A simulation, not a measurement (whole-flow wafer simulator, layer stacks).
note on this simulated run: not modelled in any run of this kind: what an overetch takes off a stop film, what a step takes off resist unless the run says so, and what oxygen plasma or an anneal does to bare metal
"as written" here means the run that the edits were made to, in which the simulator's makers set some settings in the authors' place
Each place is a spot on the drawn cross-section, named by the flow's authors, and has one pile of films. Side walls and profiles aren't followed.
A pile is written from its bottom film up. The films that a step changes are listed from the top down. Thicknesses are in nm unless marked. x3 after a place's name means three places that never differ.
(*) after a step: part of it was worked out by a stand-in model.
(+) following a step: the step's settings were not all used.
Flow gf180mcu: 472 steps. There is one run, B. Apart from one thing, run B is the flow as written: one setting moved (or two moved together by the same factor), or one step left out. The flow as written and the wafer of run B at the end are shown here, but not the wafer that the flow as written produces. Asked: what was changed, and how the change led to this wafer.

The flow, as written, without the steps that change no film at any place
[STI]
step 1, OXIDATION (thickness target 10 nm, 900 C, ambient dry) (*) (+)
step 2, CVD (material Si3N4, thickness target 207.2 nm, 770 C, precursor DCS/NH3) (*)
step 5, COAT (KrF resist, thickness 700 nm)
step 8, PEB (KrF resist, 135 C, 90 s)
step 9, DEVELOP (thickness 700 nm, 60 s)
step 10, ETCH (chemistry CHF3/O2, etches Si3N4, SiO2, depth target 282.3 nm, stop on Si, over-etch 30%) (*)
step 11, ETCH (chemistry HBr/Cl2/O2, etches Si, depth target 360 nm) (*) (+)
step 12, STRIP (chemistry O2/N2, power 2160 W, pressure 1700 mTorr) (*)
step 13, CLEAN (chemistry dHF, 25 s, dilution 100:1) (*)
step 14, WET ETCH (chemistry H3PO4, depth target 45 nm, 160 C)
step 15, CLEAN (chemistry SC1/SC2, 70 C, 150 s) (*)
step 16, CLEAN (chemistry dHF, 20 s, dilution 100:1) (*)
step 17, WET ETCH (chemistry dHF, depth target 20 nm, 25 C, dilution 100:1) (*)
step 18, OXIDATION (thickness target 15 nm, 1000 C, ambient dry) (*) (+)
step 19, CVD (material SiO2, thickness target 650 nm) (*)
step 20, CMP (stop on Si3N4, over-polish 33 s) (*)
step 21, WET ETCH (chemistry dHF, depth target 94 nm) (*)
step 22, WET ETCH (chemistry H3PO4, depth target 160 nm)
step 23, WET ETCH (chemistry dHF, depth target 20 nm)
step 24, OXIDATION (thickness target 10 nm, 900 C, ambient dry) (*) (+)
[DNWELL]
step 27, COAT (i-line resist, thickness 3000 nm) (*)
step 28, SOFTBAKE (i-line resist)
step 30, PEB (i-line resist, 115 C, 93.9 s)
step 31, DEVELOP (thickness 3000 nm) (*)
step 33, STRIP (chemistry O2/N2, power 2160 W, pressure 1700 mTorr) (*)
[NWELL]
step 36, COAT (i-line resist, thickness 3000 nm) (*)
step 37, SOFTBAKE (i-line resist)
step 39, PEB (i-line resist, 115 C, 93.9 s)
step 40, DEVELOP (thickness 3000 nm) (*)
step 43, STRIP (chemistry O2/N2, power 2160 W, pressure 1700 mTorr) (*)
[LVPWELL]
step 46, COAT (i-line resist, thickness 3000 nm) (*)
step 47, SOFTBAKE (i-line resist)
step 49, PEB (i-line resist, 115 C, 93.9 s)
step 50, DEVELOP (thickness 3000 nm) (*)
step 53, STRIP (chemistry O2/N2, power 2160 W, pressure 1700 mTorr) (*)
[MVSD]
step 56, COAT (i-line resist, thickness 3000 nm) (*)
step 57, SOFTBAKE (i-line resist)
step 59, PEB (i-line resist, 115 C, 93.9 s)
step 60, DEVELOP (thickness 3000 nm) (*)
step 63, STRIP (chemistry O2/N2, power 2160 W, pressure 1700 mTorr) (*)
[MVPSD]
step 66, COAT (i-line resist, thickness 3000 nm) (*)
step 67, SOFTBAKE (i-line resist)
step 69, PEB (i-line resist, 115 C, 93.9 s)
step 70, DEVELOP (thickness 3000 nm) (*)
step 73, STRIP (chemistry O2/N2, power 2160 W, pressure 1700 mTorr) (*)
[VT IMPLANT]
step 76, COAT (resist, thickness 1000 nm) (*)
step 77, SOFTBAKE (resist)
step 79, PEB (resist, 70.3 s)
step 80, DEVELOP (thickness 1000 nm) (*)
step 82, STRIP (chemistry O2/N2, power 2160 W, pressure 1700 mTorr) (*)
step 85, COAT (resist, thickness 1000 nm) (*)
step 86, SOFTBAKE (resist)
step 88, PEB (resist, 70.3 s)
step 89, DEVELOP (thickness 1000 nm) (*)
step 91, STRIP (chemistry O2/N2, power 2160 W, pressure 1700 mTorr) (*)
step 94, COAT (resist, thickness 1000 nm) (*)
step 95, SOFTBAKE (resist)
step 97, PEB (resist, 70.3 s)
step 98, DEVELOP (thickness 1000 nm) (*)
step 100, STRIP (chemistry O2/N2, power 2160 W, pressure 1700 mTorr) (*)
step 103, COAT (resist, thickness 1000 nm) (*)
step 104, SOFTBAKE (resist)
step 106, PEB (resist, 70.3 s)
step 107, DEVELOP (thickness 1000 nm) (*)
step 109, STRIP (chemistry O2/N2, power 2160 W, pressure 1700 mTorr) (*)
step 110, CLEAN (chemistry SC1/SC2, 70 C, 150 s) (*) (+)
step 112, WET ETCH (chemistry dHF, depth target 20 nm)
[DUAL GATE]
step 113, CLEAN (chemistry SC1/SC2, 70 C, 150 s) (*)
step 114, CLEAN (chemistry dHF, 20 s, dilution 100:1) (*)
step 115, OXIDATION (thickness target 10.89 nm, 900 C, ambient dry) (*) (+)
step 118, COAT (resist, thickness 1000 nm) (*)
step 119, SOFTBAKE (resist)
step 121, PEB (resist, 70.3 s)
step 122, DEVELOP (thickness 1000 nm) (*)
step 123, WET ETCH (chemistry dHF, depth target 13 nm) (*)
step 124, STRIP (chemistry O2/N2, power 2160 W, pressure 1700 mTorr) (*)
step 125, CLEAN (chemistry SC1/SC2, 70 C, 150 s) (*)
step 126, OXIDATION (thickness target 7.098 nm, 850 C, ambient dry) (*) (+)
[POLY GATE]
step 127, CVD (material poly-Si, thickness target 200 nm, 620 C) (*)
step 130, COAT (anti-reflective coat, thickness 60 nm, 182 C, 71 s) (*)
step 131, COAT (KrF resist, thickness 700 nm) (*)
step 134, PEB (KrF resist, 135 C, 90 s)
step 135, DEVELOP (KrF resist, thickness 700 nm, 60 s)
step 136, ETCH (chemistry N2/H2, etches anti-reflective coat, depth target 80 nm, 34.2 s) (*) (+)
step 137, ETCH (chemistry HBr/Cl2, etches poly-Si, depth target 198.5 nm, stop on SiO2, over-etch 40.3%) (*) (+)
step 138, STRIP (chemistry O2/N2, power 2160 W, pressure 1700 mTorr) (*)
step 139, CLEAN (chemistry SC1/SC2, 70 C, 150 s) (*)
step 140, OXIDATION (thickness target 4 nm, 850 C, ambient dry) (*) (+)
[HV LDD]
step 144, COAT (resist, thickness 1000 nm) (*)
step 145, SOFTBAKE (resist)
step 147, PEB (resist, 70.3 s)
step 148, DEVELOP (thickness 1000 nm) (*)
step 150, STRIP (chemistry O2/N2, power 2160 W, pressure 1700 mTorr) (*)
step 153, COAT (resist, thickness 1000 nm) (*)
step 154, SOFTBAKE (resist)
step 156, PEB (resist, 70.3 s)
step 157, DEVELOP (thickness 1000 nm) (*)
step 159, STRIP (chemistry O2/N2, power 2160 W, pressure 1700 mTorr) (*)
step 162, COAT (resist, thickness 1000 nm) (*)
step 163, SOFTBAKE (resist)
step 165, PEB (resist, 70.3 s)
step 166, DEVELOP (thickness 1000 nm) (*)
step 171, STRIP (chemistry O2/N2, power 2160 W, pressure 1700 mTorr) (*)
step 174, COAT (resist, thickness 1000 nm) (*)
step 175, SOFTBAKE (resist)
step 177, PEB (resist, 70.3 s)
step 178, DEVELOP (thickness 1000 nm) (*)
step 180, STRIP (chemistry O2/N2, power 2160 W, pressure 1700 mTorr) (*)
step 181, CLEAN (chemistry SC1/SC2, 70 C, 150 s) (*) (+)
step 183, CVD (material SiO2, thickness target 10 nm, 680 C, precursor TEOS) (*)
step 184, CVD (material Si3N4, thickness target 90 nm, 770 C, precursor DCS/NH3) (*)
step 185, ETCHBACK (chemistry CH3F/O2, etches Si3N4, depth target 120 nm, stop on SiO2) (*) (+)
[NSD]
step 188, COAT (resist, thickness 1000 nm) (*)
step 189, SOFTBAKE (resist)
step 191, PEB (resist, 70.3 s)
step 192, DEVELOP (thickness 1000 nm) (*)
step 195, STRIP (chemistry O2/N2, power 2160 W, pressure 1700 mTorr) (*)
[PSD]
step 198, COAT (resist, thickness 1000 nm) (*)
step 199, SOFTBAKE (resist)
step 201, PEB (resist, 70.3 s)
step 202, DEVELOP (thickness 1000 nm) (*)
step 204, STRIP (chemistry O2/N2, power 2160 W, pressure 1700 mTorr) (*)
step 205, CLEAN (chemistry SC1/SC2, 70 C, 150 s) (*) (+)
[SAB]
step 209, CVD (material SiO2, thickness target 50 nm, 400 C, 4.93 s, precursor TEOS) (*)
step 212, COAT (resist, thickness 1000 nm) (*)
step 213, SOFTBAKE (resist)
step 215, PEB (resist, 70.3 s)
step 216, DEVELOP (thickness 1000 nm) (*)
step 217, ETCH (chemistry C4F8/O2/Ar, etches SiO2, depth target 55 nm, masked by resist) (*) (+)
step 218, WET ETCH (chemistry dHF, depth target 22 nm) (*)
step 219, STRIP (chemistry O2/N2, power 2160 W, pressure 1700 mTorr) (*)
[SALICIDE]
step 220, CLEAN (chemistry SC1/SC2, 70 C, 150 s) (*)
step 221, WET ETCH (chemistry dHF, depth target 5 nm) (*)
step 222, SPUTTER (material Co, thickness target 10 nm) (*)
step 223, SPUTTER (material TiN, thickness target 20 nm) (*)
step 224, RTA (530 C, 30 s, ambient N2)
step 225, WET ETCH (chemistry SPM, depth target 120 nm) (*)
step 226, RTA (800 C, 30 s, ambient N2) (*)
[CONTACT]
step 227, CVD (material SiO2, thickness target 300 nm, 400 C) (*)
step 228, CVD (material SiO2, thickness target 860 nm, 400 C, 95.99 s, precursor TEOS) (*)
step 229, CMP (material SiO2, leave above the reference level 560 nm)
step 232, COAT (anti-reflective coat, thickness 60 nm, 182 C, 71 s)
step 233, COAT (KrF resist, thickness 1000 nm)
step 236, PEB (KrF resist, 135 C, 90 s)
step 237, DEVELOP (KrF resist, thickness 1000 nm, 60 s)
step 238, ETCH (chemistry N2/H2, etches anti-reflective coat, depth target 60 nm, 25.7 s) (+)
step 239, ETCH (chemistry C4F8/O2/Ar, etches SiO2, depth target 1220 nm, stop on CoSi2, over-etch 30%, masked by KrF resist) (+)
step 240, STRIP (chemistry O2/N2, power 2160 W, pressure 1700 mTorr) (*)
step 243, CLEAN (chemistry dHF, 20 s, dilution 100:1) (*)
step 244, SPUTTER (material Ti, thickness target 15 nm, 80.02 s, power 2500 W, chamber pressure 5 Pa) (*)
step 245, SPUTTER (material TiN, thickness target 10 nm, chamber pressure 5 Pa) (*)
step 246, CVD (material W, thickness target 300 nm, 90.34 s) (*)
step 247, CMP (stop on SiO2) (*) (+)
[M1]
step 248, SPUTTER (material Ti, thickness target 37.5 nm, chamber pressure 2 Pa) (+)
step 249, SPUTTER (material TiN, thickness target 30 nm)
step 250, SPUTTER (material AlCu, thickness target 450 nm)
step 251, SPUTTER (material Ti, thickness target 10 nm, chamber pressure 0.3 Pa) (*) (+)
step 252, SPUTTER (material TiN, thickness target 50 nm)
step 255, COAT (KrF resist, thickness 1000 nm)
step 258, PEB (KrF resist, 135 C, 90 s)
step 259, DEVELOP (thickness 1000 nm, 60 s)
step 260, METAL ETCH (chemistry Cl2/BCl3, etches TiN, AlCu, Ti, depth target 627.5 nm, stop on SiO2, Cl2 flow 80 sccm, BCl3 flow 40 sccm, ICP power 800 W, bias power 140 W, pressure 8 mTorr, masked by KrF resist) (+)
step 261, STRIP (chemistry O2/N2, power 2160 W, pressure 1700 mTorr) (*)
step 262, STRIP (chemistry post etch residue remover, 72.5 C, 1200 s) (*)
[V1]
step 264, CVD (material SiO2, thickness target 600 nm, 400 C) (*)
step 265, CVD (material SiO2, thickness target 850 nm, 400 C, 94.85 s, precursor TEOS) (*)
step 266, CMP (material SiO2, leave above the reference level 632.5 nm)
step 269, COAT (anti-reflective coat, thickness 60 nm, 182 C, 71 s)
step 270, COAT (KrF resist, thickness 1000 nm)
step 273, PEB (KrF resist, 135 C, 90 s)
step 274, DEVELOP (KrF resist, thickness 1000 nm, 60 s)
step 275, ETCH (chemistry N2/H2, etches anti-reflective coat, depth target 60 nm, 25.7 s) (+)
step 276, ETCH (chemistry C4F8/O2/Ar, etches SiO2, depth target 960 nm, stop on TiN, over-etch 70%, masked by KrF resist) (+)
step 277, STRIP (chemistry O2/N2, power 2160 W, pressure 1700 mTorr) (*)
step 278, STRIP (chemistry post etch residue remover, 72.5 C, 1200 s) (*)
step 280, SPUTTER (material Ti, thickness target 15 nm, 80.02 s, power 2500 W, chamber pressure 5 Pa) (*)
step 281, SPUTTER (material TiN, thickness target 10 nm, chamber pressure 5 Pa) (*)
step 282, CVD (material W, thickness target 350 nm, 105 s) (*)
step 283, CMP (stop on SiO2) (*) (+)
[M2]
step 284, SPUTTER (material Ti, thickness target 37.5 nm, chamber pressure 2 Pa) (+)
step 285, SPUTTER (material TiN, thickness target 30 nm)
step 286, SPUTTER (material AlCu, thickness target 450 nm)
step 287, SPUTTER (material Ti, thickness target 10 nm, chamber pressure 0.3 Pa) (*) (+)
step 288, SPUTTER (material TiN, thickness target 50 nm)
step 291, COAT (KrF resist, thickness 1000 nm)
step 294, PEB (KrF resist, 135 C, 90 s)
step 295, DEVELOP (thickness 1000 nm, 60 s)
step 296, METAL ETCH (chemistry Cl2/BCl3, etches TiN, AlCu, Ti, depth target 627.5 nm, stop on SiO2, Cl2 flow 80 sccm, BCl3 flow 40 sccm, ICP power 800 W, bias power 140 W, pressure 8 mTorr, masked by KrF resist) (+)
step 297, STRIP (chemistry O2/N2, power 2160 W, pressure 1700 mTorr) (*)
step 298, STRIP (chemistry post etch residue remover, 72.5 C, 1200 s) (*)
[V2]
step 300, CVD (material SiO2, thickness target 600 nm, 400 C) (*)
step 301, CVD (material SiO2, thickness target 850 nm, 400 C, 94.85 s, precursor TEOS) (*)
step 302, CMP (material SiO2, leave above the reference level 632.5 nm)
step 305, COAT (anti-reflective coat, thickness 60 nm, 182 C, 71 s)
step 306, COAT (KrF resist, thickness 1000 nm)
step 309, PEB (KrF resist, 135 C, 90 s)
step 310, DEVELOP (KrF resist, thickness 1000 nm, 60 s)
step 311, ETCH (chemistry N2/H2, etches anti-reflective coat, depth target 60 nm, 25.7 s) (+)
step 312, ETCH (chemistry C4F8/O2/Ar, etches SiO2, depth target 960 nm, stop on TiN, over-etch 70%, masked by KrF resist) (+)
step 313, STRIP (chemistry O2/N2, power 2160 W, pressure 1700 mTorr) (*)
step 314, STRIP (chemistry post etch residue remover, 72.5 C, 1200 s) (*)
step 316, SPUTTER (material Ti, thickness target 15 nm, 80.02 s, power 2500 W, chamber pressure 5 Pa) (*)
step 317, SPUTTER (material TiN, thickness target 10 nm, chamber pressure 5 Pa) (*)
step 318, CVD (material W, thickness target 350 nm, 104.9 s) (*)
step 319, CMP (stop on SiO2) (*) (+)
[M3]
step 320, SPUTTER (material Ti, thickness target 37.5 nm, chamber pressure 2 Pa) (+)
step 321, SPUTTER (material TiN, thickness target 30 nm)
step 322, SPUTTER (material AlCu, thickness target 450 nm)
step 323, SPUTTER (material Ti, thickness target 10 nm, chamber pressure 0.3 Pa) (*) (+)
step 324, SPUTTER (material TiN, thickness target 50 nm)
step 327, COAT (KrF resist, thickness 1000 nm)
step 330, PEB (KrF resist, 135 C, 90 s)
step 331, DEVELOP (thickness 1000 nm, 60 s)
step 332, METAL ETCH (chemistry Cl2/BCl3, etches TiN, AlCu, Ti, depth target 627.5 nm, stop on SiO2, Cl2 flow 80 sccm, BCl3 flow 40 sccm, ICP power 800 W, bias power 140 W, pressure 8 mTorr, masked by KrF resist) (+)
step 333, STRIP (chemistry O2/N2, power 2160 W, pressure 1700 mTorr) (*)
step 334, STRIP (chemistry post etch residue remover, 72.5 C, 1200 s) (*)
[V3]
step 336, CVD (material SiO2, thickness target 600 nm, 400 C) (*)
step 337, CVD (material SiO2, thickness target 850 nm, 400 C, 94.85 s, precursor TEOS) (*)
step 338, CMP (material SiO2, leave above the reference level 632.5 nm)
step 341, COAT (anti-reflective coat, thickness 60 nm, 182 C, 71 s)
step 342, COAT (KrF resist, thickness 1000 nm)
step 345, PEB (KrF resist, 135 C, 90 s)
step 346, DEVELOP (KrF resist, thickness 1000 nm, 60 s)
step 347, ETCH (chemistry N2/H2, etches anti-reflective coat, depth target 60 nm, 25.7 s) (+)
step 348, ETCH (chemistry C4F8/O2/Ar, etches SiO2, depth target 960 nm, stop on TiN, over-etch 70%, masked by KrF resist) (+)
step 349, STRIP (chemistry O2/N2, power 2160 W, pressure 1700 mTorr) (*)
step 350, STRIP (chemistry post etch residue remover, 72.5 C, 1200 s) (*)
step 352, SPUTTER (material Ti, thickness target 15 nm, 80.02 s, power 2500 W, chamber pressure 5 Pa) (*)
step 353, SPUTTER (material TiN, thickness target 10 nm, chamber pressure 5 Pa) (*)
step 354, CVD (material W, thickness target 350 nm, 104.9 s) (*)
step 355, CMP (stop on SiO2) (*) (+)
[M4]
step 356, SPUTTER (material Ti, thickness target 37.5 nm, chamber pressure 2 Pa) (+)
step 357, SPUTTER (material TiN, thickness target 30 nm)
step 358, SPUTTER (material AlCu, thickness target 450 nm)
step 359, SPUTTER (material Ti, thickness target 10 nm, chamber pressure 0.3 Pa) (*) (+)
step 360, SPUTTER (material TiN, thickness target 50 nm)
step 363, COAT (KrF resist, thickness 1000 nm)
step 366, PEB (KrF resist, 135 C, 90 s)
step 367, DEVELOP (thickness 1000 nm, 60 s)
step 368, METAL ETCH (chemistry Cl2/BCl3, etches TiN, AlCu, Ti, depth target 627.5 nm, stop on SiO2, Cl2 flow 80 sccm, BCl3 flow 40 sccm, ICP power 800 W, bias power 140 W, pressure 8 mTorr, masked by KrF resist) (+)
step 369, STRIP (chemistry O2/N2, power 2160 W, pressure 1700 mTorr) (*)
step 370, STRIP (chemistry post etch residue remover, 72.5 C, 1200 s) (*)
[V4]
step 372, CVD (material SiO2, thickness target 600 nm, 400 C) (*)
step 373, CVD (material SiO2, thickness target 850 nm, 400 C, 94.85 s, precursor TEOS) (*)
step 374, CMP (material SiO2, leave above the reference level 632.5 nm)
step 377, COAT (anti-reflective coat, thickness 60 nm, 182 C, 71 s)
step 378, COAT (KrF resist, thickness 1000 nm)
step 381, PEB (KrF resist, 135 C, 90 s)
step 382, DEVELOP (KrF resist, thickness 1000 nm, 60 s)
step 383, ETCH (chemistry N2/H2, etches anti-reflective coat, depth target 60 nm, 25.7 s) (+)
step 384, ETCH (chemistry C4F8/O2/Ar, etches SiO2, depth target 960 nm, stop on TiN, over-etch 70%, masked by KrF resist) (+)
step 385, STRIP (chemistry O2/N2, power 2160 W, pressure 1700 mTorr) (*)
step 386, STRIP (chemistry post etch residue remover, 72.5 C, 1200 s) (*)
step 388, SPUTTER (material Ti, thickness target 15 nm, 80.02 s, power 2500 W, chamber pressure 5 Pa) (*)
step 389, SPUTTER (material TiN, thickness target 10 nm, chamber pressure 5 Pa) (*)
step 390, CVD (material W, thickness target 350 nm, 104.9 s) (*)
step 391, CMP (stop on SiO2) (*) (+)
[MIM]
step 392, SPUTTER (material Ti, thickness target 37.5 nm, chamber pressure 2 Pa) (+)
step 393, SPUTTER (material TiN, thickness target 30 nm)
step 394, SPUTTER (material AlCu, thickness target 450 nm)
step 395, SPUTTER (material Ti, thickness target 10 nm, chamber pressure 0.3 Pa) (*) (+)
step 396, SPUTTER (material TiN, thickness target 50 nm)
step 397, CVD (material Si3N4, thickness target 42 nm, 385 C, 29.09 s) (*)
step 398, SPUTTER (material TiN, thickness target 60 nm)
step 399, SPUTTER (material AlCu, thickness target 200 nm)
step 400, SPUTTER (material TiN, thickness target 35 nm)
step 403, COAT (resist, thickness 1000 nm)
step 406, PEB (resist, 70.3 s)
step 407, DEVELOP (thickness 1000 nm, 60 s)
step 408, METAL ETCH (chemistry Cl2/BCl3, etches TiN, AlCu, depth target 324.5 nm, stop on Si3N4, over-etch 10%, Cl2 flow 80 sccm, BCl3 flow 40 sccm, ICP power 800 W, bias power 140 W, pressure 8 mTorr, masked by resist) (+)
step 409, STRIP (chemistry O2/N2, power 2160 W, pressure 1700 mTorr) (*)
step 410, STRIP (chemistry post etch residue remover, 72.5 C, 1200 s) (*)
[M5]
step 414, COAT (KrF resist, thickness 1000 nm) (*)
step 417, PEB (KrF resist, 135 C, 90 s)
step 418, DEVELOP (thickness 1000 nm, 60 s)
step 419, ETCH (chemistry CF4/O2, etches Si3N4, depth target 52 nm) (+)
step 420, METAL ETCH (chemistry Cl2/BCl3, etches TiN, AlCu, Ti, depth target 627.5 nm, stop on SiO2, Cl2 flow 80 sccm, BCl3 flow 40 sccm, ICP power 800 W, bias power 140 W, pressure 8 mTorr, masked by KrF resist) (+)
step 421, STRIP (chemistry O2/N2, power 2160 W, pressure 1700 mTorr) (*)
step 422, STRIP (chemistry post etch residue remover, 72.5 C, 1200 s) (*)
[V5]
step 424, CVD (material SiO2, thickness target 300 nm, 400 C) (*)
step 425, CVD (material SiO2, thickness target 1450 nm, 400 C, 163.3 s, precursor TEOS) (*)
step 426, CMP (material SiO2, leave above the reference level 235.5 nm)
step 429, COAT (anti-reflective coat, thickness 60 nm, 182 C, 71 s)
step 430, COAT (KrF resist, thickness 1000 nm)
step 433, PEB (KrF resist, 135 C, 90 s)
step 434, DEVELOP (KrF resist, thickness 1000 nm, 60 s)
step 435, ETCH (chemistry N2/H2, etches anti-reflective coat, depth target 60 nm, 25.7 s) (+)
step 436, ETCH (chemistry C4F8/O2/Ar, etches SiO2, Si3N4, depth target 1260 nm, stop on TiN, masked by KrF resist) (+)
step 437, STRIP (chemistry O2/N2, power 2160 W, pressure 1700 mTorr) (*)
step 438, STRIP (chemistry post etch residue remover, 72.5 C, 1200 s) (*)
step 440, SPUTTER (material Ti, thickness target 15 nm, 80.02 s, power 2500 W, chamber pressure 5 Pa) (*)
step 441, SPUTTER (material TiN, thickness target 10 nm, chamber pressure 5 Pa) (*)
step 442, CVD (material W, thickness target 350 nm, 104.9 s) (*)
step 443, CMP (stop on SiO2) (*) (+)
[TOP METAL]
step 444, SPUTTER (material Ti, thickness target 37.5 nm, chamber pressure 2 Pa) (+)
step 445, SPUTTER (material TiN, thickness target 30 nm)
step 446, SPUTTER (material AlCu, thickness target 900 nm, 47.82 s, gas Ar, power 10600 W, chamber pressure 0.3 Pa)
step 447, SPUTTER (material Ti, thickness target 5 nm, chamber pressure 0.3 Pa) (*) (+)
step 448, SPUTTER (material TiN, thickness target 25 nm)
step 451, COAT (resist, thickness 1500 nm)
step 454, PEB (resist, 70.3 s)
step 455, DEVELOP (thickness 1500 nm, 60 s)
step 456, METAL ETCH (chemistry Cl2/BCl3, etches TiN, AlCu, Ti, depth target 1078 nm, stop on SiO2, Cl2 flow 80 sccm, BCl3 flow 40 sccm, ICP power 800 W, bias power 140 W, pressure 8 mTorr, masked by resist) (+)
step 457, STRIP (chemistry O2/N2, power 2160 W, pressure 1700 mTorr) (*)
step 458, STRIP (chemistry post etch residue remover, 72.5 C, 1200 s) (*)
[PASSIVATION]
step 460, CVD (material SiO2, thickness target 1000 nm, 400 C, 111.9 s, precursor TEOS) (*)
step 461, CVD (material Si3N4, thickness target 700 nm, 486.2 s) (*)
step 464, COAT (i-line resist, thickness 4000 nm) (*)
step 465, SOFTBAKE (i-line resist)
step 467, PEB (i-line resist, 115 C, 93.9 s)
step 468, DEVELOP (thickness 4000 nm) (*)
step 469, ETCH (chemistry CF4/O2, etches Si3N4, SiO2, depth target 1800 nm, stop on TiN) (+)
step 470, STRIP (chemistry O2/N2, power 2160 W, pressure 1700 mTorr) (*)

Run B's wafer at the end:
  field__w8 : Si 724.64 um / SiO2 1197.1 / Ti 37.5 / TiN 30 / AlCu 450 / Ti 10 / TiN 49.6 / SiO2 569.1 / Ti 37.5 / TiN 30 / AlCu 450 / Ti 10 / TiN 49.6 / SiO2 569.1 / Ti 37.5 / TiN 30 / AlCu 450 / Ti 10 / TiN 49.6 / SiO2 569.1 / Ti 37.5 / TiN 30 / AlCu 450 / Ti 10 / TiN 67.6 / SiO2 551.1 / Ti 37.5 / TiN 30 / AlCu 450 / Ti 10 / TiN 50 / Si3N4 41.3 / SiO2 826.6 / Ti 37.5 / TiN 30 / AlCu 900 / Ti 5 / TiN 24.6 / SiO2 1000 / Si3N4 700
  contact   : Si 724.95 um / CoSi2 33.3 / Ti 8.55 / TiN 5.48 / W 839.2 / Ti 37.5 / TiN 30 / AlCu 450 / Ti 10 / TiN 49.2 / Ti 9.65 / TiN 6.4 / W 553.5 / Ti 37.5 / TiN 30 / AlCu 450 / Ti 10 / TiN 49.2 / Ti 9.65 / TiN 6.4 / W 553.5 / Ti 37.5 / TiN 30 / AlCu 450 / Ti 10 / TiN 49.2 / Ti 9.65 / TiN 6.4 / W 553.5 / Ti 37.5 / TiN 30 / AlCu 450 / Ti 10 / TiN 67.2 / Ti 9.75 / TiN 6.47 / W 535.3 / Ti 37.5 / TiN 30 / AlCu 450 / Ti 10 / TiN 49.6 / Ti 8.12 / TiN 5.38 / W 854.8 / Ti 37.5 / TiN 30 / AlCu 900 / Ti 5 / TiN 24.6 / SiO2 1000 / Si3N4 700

Cause: step 360, SPUTTER: thickness target 68 nm was run, though the flow has thickness target 50 nm.

Step by step, how the change led to this:
  step 360, SPUTTER (material TiN, thickness target 50 nm)
      field, field__w1, field__w2 and 108 more: +68 TiN (new film) (it would be, as written: +50 TiN (new film))
  step 368, METAL ETCH (chemistry Cl2/BCl3, etches TiN, AlCu, Ti, depth target 627.5 nm, stop on SiO2, Cl2 flow 80 sccm, BCl3 flow 40 sccm, ICP power 800 W, bias power 140 W, pressure 8 mTorr, masked by KrF resist) (+)
      field, field__w1, field__w2 and 103 more: -68 TiN (all of it), -10 Ti (all of it), -450 AlCu (all of it), -30 TiN (all of it), -37.5 Ti (all of it) (it would be, as written: -50 TiN (all of it), -10 Ti (all of it), -450 AlCu (all of it), -30 TiN (all of it), -37.5 Ti (all of it))
  step 374, CMP (material SiO2, leave above the reference level 632.5 nm)
      field__w8, contact, m1, m1__w1, m1_nw: -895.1 SiO2 (it would be, as written: -877.1 SiO2)
  step 384, ETCH (chemistry C4F8/O2/Ar, etches SiO2, depth target 960 nm, stop on TiN, over-etch 70%, masked by KrF resist) (+)
      contact: -554.5 SiO2 (all of it) (it would be, as written: -572.5 SiO2 (all of it))
